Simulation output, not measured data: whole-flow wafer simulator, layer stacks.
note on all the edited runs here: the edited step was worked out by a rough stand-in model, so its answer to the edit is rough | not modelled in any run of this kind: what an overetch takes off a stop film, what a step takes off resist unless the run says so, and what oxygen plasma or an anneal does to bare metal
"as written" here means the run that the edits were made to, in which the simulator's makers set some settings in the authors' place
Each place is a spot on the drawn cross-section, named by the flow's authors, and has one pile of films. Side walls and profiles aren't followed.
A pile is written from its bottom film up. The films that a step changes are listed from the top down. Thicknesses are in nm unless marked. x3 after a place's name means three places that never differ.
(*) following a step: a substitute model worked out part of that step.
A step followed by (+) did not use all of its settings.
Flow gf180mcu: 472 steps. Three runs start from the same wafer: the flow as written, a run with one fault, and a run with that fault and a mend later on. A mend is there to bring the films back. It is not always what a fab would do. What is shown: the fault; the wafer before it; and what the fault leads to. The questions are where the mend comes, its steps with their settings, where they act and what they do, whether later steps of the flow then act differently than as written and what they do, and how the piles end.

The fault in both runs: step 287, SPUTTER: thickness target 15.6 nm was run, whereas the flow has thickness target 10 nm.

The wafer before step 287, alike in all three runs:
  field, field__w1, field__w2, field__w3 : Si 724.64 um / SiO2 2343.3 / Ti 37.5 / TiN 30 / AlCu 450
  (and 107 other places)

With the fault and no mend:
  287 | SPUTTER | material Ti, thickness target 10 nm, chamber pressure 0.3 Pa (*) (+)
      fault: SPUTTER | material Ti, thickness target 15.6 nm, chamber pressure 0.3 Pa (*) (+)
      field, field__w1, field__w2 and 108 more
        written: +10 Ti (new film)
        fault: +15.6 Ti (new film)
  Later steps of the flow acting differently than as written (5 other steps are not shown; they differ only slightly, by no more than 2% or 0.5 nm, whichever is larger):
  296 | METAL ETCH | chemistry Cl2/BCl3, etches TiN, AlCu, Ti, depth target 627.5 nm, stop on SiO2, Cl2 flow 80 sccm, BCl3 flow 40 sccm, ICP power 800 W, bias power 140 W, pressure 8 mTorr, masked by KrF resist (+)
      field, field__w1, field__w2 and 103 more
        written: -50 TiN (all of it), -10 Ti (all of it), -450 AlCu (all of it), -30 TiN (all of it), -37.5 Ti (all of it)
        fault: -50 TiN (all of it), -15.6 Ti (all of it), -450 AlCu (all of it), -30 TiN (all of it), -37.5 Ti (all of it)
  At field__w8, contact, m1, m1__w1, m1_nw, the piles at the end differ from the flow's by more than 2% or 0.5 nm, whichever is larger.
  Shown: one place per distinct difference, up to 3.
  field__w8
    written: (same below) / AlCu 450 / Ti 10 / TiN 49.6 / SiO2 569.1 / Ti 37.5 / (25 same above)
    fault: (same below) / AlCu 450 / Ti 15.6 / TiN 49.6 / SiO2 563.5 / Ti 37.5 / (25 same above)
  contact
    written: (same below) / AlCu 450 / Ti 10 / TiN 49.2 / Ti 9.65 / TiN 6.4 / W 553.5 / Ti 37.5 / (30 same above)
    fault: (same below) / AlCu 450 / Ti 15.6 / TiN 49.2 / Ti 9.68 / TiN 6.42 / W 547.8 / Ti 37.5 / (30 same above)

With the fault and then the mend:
  The mend follows step 287.
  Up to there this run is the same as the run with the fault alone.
  287a | METAL ETCH | chemistry Cl2/BCl3, etches TiN, AlCu, Ti, depth target 5.6 nm, Cl2 flow 80 sccm, BCl3 flow 40 sccm, ICP power 800 W, bias power 140 W, pressure 8 mTorr (the flow's step 260, run once more with other settings)
      field, field__w1, field__w2 and 108 more
        -5.6 Ti
  None of the later steps of the flow acts differently than as written at any place that is followed.
  At every place that both follow, the piles at the end match the flow's.
